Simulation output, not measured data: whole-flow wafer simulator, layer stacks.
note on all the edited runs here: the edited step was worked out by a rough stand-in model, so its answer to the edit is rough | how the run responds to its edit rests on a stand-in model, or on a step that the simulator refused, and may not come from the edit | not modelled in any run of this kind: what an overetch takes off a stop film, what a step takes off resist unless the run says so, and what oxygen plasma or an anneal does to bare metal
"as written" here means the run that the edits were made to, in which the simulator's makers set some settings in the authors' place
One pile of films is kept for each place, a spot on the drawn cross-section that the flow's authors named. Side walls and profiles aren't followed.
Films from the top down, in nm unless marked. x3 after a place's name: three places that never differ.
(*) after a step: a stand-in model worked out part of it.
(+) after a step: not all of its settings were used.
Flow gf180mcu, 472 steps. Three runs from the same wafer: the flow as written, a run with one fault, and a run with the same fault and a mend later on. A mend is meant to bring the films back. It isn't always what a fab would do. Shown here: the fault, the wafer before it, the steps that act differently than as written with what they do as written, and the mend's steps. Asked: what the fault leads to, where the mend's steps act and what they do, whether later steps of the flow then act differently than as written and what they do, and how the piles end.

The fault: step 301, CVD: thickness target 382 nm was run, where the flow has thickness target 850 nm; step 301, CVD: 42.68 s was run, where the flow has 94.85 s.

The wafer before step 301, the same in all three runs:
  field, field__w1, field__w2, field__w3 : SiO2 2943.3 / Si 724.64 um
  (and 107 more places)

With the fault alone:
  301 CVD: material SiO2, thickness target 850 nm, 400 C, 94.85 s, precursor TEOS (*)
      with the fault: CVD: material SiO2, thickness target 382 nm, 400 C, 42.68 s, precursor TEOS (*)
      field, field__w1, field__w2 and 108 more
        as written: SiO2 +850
        with the fault: SiO2 +392.4
  Later steps of the flow that act differently than as written (1 more step differs only slightly, by at most 2% or 0.5 nm, whichever is larger, and isn't shown):
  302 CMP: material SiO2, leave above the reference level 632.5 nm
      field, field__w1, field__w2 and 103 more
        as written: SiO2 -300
        with the fault: nothing
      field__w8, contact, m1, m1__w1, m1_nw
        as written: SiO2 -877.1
        with the fault: SiO2 -419.5
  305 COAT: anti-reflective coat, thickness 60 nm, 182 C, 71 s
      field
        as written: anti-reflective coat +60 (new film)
        with the fault: anti-reflective coat +127.1 (new film)
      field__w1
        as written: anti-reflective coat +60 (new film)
        with the fault: anti-reflective coat +88.2 (new film)
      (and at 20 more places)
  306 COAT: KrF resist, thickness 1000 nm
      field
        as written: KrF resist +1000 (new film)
        with the fault: KrF resist +973.3 (new film)
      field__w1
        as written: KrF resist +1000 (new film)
        with the fault: KrF resist +974.8 (new film)
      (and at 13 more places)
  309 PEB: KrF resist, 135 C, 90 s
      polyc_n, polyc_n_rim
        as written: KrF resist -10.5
        with the fault: KrF resist -12
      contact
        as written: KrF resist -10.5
        with the fault: KrF resist -9.22
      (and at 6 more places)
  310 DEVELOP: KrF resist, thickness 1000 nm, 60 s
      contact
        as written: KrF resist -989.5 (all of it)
        with the fault: KrF resist -906.7 (all of it)
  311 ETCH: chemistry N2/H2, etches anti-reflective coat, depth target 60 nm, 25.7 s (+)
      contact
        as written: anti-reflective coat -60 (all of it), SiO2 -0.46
        with the fault: anti-reflective coat -21.2 (all of it), SiO2 -1.46
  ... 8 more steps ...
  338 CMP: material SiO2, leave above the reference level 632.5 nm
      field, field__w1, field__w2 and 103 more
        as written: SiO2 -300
        with the fault: SiO2 -287.7
  At the end the piles differ from the flow's by more than 2% or 0.5 nm, whichever is larger, at field, field__w1, field__w2 and 109 more.
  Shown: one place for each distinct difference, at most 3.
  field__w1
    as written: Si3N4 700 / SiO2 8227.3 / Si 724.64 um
    with the fault: Si3N4 700 / SiO2 4750.1 / W 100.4 / TiN 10 / Ti 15 / SiO2 3335.6 / Si 724.64 um
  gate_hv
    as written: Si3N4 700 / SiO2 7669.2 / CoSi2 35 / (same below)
    with the fault: Si3N4 700 / SiO2 4750.1 / W 100.4 / TiN 10 / Ti 15 / SiO2 2777.5 / CoSi2 35 / (same below)
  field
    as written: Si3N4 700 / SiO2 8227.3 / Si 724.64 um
    with the fault: Si3N4 700 / SiO2 4750.1 / W 100.4 / TiN 10 / Ti 15 / SiO2 3335.7 / Si 724.64 um

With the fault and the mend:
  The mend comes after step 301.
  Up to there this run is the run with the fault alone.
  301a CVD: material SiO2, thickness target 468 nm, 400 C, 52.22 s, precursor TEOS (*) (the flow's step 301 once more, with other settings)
      field, field__w1, field__w2 and 108 more
        SiO2 +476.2
  Later steps of the flow that act differently than as written:
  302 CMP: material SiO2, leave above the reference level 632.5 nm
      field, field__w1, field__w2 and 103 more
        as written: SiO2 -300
        with the mend: SiO2 -318.6
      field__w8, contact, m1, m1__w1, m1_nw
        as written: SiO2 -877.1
        with the mend: SiO2 -895.7
  At the end the piles are the same as the flow's at every place that both follow.
